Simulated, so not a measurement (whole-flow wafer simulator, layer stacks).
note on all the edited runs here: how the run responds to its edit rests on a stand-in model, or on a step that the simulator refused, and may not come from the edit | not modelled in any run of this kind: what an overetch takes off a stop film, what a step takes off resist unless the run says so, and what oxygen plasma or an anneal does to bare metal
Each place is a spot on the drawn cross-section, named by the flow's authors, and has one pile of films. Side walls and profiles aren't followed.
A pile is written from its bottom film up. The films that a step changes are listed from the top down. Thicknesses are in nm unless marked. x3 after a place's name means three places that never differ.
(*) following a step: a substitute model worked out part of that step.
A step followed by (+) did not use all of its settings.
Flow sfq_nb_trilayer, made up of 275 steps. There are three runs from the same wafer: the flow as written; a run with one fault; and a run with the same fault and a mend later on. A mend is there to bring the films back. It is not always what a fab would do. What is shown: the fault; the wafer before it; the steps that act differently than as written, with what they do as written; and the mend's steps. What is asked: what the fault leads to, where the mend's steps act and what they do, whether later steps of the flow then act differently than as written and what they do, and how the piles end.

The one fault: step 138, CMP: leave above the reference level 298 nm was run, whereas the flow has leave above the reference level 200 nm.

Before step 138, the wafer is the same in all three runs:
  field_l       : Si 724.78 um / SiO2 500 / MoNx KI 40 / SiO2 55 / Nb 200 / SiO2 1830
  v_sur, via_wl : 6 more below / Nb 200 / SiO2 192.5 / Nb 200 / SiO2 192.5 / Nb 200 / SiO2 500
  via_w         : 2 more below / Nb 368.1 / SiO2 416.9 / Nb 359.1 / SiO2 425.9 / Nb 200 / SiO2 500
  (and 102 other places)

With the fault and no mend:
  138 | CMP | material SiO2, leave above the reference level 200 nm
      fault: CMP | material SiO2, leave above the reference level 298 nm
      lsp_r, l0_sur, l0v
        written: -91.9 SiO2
        fault: nothing
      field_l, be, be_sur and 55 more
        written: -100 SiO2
        fault: -2 SiO2
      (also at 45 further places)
  Steps later in the flow that act otherwise than as written (not shown: 9 more steps that differ only slightly, by at most 2% or 0.5 nm, whichever is larger):
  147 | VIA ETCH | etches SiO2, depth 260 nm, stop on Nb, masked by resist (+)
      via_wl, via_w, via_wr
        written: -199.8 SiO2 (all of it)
        fault: -260 SiO2
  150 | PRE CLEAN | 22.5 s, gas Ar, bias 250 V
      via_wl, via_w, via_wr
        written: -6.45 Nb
        fault: -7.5 SiO2
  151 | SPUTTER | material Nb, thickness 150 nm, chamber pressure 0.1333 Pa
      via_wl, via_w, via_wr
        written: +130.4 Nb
        fault: +123.3 Nb (new film)
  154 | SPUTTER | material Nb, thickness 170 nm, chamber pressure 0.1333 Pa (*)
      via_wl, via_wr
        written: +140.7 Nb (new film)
        fault: +103.1 Nb (new film)
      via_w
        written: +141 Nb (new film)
        fault: +136 Nb (new film)
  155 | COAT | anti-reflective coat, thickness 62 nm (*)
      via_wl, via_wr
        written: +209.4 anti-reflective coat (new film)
        fault: +321.3 anti-reflective coat (new film)
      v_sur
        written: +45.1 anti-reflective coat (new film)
        fault: +42.8 anti-reflective coat (new film)
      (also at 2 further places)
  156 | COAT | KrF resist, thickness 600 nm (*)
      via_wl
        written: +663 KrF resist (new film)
        fault: +648.5 KrF resist (new film)
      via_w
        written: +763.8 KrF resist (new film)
        fault: +811.2 KrF resist (new film)
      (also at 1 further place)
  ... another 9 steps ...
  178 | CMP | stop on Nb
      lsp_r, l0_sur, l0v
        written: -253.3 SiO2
        fault: -247 SiO2
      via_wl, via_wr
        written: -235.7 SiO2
        fault: -227.2 SiO2
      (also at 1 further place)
  By the end, the piles at field_l, v_sur, via_wl and 103 more depart from the flow's by more than 2% or 0.5 nm, whichever is larger.
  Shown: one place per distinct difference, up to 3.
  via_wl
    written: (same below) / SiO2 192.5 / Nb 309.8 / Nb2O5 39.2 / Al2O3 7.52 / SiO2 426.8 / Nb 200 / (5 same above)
    fault: (same below) / SiO2 192.5 / Nb 200 / SiO2 30.3 / Nb 123.3 / Al 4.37 / Al2O3 0.96 / Nb2O5 52.6 / SiO2 469.8 / Nb 200 / (5 same above)
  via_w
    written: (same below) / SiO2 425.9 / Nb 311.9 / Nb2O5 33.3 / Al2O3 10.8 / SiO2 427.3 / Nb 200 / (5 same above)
    fault: (same below) / SiO2 425.9 / Nb 200 / SiO2 30.3 / Nb 110.8 / Nb2O5 34.7 / Al2O3 10.1 / SiO2 495.5 / Nb 200 / (5 same above)
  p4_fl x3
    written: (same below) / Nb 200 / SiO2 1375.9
    fault: (same below) / Nb 200 / SiO2 1473.9

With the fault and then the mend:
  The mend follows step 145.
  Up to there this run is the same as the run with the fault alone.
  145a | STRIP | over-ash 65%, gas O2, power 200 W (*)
      field_l, v_sur, via_sp and 83 more
        -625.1 KrF resist (all of it), -62 anti-reflective coat (all of it)
      ce_l, c5j, ce_r and 7 more
        -625 KrF resist (all of it), -62 anti-reflective coat (all of it)
      via_wl, via_w, via_wr
        -62 anti-reflective coat (all of it)
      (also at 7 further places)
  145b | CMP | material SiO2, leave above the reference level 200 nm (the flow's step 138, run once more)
      field_l, v_sur, via_wl and 100 more
        -98 SiO2
      lsp_r, l0_sur, l0v
        -91.9 SiO2
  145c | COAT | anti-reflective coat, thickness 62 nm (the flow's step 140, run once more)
      field_l, v_sur, via_wl and 103 more
        +62 anti-reflective coat (new film)
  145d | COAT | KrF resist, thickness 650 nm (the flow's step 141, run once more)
      field_l, v_sur, via_wl and 103 more
        +650 KrF resist (new film)
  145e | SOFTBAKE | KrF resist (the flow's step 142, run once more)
      leaves every film unchanged at each place that is followed
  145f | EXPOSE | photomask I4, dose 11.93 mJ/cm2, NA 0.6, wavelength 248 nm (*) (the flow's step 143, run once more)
      leaves every film unchanged at each place that is followed
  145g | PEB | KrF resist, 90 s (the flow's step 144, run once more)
      field_l, v_sur, via_wl and 103 more
        -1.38 KrF resist
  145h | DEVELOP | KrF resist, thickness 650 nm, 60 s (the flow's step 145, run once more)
      field_l, v_sur, via_sp and 100 more
        -23.5 KrF resist
      via_wl, via_w, via_wr
        -648.6 KrF resist (all of it)
  None of the later steps of the flow acts differently than as written at any place that is followed.
  At every place that both follow, the piles at the end match the flow's.
